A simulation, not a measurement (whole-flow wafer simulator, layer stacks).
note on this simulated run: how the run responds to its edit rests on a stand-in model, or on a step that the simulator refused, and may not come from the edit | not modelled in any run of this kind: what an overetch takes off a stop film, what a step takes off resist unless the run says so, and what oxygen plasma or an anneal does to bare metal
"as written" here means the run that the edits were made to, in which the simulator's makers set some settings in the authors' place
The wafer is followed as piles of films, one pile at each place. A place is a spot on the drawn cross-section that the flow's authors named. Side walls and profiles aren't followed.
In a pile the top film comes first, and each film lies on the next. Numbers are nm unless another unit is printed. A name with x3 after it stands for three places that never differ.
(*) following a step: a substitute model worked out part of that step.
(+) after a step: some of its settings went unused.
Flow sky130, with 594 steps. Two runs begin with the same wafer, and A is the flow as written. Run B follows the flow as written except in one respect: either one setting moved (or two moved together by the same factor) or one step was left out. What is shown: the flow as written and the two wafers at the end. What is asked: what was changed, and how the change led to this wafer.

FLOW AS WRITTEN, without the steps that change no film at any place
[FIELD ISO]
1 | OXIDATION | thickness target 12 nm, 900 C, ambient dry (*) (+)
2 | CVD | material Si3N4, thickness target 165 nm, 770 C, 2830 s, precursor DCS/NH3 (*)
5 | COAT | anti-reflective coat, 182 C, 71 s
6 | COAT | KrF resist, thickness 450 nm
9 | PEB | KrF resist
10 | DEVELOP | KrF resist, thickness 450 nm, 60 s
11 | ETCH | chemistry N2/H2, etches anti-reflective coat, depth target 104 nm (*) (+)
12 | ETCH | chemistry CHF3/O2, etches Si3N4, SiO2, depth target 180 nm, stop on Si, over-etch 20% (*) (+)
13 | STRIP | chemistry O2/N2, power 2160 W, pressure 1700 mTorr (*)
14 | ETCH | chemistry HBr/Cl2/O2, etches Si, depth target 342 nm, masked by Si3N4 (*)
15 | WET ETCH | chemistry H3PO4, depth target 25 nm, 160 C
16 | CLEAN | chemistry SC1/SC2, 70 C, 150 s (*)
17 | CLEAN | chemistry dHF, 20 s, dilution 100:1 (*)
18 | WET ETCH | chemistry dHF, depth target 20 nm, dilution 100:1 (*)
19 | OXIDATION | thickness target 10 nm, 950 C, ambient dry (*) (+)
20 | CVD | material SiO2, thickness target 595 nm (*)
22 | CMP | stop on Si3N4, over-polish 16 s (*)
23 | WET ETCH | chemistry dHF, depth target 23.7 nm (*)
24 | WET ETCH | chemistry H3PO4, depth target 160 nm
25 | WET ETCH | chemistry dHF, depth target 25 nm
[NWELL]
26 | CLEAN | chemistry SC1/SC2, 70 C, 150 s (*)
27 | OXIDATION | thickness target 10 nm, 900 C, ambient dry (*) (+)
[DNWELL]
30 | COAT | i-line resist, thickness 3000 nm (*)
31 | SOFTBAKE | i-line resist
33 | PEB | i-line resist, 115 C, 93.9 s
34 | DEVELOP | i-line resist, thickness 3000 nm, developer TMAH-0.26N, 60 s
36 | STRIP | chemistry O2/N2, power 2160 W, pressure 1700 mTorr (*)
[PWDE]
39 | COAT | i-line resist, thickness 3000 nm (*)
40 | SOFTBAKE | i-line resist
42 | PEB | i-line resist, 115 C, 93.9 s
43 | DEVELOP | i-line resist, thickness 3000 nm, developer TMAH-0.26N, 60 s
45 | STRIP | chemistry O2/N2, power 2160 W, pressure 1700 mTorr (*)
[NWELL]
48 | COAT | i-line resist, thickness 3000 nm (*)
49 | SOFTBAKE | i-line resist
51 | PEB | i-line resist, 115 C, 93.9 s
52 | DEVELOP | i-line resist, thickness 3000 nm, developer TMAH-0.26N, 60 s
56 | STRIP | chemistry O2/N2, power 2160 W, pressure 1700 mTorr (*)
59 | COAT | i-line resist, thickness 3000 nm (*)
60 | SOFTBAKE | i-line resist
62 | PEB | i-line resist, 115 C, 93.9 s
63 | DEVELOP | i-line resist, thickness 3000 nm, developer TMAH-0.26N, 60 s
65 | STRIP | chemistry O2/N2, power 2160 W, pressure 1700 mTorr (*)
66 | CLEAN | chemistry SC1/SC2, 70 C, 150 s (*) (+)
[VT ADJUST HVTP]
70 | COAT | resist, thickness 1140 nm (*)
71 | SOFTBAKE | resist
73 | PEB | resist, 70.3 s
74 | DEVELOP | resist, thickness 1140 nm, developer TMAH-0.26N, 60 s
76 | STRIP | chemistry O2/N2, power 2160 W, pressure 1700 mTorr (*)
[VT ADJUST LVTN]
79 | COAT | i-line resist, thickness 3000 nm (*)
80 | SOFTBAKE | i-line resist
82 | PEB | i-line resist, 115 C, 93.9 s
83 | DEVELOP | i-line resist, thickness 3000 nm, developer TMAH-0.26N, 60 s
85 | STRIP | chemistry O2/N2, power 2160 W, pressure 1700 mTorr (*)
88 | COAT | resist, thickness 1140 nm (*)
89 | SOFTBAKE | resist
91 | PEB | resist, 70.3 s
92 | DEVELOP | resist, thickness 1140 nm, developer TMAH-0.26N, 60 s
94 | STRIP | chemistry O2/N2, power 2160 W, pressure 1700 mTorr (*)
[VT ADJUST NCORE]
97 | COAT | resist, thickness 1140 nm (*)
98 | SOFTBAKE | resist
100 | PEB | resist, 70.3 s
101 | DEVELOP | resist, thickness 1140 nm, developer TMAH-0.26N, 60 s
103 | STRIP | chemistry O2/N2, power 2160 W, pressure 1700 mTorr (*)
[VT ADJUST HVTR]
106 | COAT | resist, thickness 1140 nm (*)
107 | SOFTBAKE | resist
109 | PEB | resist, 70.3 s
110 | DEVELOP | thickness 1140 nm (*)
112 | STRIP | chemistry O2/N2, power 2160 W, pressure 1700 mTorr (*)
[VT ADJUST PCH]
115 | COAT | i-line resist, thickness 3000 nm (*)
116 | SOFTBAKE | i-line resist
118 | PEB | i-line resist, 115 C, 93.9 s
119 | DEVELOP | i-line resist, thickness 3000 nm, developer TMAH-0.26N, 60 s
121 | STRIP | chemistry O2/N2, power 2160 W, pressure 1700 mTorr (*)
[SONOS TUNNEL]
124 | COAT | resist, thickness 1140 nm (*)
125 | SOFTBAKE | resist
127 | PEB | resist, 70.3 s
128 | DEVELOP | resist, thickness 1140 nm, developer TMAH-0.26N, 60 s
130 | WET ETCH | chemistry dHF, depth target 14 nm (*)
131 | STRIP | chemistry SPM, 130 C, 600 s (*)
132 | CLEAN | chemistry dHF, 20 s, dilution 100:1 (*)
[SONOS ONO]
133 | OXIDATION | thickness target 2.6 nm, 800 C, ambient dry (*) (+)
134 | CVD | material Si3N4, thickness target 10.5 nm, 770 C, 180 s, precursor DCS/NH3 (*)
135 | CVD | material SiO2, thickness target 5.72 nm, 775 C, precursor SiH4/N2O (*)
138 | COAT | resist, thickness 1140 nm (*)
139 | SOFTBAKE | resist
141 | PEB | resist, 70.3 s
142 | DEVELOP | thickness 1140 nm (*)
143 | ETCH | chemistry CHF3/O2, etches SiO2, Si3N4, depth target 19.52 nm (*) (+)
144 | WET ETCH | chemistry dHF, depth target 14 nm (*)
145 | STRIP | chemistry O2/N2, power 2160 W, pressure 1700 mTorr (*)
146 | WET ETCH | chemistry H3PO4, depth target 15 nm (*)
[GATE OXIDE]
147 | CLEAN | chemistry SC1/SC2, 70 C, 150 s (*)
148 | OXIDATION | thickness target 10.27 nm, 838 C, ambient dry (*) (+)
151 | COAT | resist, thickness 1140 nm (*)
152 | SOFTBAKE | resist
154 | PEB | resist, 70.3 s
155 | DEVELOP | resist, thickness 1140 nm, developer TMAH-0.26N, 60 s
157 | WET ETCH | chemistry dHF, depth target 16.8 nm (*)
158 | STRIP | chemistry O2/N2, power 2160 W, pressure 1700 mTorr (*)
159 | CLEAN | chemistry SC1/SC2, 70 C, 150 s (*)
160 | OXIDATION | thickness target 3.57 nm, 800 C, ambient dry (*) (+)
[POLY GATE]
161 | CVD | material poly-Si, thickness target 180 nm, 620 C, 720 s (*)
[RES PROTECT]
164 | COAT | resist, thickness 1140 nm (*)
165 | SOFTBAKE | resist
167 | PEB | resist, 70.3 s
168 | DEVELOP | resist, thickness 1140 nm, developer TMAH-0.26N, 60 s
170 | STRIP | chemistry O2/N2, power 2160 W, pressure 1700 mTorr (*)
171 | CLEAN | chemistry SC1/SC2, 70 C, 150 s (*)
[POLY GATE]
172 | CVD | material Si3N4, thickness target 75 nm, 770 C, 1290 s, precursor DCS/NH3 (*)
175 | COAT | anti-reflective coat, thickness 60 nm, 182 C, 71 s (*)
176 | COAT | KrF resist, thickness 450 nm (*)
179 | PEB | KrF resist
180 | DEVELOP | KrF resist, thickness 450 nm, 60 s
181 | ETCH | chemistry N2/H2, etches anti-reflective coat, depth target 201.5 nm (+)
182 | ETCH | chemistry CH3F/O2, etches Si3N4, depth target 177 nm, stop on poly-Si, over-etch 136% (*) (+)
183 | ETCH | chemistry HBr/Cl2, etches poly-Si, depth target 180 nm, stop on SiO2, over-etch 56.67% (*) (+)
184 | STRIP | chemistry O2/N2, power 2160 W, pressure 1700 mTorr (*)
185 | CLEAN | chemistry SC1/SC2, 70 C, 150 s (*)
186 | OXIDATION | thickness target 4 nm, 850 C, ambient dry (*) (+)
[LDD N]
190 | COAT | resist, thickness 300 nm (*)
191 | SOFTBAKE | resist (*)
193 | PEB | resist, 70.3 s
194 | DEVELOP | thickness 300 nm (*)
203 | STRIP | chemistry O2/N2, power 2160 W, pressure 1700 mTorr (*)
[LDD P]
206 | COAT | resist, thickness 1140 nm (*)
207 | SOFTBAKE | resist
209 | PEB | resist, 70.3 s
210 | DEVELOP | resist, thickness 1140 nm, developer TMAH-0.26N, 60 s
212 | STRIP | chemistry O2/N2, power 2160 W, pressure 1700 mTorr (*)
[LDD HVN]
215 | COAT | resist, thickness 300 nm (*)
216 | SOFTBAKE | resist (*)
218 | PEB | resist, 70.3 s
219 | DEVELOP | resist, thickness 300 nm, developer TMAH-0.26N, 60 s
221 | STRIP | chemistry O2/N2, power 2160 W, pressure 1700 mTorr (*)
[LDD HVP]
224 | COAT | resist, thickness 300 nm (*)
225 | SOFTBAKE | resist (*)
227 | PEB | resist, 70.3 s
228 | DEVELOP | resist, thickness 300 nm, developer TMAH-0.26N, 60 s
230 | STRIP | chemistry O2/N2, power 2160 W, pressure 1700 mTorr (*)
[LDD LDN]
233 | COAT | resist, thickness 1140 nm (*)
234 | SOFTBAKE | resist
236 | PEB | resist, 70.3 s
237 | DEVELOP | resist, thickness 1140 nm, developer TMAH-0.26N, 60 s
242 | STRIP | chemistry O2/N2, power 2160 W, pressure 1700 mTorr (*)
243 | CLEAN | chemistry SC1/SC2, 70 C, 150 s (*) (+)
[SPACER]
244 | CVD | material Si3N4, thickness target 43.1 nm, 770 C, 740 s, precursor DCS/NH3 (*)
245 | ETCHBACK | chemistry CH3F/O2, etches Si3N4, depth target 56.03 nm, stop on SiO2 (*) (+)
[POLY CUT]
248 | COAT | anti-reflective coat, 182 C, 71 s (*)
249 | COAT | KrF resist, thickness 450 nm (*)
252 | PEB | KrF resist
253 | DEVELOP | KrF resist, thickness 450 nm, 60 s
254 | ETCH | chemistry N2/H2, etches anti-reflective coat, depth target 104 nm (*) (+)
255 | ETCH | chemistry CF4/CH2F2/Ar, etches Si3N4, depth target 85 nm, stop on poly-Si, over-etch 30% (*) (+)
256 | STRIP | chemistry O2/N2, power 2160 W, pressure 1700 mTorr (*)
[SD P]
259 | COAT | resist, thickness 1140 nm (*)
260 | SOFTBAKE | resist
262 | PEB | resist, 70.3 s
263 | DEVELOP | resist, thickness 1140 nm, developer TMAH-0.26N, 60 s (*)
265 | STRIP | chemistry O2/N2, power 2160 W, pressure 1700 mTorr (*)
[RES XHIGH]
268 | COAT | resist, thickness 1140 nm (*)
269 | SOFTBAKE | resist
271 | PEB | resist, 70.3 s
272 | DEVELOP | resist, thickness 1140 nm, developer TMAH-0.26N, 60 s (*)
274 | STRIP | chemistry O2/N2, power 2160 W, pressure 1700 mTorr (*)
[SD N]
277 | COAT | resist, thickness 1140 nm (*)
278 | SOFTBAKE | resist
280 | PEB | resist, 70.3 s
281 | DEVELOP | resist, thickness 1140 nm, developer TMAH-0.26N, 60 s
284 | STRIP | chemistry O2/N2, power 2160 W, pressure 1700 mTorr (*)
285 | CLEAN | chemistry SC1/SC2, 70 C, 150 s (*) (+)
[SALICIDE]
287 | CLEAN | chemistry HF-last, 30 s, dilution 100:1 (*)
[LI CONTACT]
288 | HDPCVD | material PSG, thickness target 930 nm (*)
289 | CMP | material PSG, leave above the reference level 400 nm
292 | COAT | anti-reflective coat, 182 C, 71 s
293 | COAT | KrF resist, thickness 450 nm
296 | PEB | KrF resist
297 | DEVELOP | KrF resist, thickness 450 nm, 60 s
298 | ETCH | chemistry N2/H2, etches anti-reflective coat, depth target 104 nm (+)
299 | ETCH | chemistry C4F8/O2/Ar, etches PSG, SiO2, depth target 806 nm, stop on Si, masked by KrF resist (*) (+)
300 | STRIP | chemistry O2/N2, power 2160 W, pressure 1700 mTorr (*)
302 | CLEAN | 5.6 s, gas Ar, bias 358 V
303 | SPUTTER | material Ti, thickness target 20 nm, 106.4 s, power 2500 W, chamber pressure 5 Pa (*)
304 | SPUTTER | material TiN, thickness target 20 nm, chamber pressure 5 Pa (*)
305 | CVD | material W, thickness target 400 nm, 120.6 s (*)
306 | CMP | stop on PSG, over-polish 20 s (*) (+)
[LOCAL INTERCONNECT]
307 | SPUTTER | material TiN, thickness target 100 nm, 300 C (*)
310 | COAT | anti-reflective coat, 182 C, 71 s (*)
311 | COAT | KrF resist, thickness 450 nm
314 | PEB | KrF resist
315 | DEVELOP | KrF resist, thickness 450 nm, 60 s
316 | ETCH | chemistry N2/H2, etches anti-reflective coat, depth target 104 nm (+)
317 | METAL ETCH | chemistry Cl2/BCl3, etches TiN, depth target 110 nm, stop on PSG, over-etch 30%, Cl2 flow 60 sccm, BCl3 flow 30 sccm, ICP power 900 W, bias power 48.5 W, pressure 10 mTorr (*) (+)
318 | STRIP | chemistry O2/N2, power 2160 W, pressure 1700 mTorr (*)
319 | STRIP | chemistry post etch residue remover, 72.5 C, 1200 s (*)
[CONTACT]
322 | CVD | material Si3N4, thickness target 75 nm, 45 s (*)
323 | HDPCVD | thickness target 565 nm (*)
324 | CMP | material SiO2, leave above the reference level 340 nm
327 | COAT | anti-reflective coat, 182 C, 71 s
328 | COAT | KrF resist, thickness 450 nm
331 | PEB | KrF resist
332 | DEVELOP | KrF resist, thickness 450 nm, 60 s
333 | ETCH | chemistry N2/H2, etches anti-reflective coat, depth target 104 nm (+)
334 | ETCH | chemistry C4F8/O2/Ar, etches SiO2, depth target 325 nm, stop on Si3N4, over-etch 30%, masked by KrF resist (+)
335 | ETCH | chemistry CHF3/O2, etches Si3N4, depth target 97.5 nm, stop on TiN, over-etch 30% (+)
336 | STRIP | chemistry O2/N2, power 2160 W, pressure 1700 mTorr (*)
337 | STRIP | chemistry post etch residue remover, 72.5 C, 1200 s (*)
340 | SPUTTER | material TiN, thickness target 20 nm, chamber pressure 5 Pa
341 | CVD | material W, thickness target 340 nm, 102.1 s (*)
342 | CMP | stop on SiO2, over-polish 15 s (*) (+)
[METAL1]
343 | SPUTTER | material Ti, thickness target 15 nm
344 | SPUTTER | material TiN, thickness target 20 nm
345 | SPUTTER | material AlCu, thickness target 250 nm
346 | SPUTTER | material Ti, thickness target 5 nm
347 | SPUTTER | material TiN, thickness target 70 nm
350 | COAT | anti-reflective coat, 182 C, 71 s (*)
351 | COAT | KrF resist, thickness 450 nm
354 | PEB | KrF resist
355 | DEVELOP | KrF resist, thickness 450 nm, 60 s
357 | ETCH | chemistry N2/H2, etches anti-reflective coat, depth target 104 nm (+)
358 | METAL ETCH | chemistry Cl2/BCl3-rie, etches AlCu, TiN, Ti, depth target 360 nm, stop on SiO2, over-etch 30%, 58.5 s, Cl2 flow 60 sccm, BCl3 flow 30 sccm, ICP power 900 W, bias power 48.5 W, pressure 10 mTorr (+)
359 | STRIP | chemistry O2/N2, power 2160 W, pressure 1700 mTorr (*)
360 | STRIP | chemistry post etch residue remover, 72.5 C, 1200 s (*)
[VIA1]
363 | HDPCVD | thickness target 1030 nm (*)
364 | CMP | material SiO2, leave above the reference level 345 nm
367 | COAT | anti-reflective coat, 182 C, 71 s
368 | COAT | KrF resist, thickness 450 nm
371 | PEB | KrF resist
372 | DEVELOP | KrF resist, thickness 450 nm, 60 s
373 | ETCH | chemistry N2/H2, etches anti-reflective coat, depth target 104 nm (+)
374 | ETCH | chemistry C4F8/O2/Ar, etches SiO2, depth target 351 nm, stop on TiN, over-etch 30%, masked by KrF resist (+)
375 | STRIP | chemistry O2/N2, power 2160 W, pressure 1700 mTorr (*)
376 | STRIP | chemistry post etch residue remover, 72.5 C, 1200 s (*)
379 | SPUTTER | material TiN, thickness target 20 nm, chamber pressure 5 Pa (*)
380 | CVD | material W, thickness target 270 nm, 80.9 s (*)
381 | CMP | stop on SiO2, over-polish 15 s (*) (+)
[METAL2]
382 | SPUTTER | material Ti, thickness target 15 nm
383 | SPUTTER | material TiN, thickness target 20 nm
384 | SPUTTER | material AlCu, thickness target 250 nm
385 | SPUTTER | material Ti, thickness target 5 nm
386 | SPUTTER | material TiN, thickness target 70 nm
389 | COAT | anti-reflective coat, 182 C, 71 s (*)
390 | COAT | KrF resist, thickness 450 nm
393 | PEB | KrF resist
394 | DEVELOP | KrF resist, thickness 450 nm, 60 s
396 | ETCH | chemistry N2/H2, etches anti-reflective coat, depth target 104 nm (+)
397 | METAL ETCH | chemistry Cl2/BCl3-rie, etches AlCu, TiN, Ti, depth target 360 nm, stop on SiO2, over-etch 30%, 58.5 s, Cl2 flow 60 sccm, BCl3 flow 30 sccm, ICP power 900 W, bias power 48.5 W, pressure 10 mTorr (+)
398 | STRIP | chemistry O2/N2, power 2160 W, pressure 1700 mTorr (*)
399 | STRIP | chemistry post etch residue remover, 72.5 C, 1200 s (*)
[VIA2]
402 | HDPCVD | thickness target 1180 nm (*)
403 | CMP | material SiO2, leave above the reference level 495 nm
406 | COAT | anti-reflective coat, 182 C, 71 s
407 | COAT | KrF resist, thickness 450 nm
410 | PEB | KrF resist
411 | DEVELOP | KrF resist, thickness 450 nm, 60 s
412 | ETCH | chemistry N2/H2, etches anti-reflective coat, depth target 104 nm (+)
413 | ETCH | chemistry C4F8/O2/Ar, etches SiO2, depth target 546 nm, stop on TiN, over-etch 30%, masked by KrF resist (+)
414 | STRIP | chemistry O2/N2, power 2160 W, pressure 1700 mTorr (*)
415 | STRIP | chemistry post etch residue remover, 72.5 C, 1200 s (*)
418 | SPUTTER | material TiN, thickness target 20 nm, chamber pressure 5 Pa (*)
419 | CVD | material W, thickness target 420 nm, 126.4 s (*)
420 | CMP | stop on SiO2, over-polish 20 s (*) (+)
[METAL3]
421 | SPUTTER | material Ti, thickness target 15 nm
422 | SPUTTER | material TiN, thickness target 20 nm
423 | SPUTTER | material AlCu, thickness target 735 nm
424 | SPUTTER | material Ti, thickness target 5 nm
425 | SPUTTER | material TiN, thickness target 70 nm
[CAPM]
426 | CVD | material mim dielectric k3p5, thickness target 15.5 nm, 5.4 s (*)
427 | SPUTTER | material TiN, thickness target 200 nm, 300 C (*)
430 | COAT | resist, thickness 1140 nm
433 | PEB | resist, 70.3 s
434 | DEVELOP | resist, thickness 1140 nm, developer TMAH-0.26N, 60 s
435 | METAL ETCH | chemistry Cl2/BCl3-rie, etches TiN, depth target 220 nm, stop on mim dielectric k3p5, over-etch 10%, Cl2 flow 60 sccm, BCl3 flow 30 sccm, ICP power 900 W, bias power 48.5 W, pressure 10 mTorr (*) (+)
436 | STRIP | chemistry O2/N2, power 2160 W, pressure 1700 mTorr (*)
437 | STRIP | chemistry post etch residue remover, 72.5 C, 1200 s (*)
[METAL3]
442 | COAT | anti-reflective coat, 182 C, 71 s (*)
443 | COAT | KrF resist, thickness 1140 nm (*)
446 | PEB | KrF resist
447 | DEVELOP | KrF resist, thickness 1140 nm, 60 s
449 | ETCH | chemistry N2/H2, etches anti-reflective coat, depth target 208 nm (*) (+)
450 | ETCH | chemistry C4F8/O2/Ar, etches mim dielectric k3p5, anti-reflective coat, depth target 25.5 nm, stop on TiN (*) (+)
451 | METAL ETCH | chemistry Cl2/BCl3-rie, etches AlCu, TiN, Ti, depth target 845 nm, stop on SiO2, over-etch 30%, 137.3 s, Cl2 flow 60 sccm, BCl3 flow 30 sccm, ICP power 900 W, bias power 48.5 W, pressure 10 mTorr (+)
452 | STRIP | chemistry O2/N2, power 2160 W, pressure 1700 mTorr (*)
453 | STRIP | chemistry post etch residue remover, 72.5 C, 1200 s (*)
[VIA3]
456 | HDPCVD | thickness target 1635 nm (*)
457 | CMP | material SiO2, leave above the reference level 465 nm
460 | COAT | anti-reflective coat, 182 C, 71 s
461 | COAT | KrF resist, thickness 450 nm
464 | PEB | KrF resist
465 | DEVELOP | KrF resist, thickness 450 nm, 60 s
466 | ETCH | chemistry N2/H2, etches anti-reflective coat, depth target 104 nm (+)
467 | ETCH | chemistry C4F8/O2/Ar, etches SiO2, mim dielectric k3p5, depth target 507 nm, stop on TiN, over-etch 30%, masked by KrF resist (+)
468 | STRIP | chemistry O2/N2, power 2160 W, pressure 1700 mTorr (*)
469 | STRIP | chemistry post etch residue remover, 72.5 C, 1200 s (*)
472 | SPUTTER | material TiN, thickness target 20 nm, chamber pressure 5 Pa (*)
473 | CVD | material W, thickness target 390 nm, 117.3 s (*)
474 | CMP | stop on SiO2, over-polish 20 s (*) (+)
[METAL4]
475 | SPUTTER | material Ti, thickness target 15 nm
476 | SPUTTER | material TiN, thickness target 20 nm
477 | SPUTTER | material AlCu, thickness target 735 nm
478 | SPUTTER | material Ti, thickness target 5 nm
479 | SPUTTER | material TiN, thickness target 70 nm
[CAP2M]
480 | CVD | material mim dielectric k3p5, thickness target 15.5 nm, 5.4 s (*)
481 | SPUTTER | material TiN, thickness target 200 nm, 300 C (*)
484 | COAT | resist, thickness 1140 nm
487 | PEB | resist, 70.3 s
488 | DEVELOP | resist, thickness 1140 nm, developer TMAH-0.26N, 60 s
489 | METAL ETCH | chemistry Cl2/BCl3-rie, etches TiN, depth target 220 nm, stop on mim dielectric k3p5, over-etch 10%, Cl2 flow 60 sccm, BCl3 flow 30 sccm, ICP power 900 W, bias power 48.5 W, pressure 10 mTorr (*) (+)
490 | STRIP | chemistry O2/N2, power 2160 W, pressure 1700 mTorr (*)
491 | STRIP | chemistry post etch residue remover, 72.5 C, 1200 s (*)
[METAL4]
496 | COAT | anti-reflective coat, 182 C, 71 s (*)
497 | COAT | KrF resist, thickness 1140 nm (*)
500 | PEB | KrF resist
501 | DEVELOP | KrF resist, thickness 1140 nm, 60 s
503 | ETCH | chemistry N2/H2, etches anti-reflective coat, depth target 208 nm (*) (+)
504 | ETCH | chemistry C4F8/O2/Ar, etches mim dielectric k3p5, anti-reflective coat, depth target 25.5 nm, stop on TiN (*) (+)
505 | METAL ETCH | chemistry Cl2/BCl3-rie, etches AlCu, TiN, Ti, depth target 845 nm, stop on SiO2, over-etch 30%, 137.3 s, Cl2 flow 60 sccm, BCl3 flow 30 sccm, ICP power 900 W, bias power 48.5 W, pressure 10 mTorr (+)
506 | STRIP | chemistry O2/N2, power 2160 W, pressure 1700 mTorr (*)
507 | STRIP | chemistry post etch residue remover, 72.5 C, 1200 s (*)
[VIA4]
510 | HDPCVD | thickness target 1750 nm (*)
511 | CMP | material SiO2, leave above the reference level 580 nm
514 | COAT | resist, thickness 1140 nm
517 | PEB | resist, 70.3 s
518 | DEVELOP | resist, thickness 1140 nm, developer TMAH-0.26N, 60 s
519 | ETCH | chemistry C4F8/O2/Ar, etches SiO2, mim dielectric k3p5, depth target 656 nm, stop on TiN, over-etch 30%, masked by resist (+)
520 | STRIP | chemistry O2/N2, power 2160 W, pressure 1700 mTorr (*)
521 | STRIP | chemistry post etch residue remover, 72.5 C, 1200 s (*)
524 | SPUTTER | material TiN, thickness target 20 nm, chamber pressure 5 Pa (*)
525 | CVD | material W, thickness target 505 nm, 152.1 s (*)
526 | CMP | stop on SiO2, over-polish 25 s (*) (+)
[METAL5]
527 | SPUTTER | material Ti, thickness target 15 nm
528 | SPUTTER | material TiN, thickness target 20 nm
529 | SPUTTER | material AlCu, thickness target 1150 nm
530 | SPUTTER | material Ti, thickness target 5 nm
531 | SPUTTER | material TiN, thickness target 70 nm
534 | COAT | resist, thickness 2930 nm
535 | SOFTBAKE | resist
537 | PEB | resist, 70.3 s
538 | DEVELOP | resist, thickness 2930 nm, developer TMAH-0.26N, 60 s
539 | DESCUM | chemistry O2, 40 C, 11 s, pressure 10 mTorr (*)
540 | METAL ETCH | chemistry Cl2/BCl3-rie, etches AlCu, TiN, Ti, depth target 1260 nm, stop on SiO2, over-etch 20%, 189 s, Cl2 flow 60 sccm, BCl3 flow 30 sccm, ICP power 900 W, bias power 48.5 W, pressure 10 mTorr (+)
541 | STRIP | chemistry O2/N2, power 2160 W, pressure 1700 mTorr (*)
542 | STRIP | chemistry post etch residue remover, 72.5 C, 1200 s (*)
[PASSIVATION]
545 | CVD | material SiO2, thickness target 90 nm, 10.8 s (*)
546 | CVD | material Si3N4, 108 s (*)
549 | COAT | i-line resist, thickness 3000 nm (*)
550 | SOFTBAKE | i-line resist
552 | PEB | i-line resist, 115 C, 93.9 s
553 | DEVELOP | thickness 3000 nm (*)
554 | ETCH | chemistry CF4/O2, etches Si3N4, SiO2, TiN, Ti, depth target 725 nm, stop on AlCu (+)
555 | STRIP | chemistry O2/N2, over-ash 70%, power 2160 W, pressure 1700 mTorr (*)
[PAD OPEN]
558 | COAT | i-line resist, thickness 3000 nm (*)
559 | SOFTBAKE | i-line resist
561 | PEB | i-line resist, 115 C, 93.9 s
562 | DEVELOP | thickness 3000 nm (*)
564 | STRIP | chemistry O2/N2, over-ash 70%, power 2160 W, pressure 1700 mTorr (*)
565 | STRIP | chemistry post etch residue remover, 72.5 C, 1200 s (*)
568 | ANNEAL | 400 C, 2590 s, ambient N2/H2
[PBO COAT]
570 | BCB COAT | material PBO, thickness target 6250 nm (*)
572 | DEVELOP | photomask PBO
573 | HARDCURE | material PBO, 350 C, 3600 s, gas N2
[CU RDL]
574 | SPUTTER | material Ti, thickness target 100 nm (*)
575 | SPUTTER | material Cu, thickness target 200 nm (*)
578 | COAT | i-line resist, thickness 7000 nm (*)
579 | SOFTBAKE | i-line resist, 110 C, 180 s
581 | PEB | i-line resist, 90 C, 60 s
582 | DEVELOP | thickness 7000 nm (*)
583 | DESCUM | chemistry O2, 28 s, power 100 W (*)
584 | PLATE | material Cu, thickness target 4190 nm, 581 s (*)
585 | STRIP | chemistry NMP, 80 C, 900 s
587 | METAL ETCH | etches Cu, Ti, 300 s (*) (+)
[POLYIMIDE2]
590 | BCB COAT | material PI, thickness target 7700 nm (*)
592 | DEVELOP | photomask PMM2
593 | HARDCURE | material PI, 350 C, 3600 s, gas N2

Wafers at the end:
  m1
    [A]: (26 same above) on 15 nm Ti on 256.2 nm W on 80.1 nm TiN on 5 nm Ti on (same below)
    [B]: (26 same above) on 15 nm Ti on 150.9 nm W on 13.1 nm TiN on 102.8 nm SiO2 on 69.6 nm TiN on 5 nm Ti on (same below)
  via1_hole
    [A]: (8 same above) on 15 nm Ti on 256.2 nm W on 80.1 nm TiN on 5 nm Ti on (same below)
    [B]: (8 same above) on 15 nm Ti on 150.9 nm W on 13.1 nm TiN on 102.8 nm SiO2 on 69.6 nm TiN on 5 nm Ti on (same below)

Cause: step 374, ETCH: depth target 167 nm was run, while the flow as written has depth target 351 nm.

Step by step, how the change led to this:
  374 | ETCH | chemistry C4F8/O2/Ar, etches SiO2, depth target 351 nm, stop on TiN, over-etch 30%, masked by KrF resist (+)
      m1, via1_hole: A SiO2 loses 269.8 (all of it) | B SiO2 loses 167
      field, active, n_well and 186 more: A KrF resist loses 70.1 | B KrF resist loses 33.4
  375 | STRIP | chemistry O2/N2, power 2160 W, pressure 1700 mTorr (*)
      field, active, n_well and 186 more: A KrF resist loses 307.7 (all of it), anti-reflective coat loses 80 (all of it) | B KrF resist loses 344.4 (all of it), anti-reflective coat loses 80 (all of it)
  379 | SPUTTER | material TiN, thickness target 20 nm, chamber pressure 5 Pa (*)
      m1: A TiN gains 11 | B TiN gains 13.1 (new film)
      via1_hole: A TiN gains 10.9 | B TiN gains 13.1 (new film)
  380 | CVD | material W, thickness target 270 nm, 80.9 s (*)
      m1, via1_hole: A W gains 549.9 (new film) | B W gains 444.5 (new film)
If metal films that touch count as one body, m1 has 3 bodies (between them, from the top down: SiO2 102.8; SiO2 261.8 / Si3N4 75); the flow as written gives 2 bodies (between them, from the top down: SiO2 261.8 / Si3N4 75).
If metal films that touch count as one body, via1_hole has 2 bodies (between them, from the top down: SiO2 102.8); the flow as written gives 1 body.
